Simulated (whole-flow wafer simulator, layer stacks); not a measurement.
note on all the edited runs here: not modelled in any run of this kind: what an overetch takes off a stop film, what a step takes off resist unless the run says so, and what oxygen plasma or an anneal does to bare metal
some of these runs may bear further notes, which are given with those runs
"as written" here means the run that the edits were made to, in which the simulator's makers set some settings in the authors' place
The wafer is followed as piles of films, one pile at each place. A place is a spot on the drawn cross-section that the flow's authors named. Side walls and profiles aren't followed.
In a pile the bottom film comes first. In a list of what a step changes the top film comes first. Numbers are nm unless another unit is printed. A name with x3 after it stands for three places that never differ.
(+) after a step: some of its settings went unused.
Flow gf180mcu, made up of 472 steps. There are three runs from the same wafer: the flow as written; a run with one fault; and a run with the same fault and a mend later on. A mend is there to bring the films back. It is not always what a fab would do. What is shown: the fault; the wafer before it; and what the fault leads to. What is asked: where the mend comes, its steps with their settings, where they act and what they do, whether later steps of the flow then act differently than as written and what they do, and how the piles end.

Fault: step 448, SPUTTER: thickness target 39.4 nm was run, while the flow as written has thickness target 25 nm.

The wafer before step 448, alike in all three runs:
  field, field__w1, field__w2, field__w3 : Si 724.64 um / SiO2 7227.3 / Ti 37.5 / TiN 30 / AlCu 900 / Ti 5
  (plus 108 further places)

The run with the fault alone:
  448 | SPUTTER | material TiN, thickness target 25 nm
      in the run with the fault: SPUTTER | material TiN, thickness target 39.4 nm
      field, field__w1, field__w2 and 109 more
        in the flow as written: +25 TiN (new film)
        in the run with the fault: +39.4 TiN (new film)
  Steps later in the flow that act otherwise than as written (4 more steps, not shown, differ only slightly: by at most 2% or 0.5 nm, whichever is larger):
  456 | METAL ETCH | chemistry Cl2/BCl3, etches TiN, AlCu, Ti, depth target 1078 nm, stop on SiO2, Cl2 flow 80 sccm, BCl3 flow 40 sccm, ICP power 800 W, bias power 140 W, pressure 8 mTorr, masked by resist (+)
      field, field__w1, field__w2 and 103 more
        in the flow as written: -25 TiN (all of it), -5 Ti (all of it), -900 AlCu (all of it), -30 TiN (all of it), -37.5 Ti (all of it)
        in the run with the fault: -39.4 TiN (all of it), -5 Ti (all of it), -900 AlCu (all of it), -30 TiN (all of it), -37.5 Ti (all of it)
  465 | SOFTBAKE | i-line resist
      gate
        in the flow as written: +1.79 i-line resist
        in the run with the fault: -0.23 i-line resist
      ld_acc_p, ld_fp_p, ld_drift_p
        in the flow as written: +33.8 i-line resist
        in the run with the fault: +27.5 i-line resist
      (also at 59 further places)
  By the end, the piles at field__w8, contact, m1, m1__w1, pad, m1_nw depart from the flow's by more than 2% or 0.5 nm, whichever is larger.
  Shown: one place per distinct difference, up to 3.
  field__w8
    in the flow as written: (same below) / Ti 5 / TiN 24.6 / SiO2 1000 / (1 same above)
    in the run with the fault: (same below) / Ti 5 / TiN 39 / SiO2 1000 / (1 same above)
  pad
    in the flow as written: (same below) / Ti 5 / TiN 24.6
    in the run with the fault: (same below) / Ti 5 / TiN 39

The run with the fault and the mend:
  After step 448 comes the mend.
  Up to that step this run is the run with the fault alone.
  448a | METAL ETCH | chemistry Cl2/BCl3, etches TiN, AlCu, Ti, depth target 14.4 nm, Cl2 flow 80 sccm, BCl3 flow 40 sccm, ICP power 800 W, bias power 140 W, pressure 8 mTorr (the flow's step 260, run once more with other settings)
      field, field__w1, field__w2 and 109 more
        -14.4 TiN
  None of the later steps of the flow acts differently than as written at any place that is followed.
  The piles end the same as the flow's at every place that both follow.
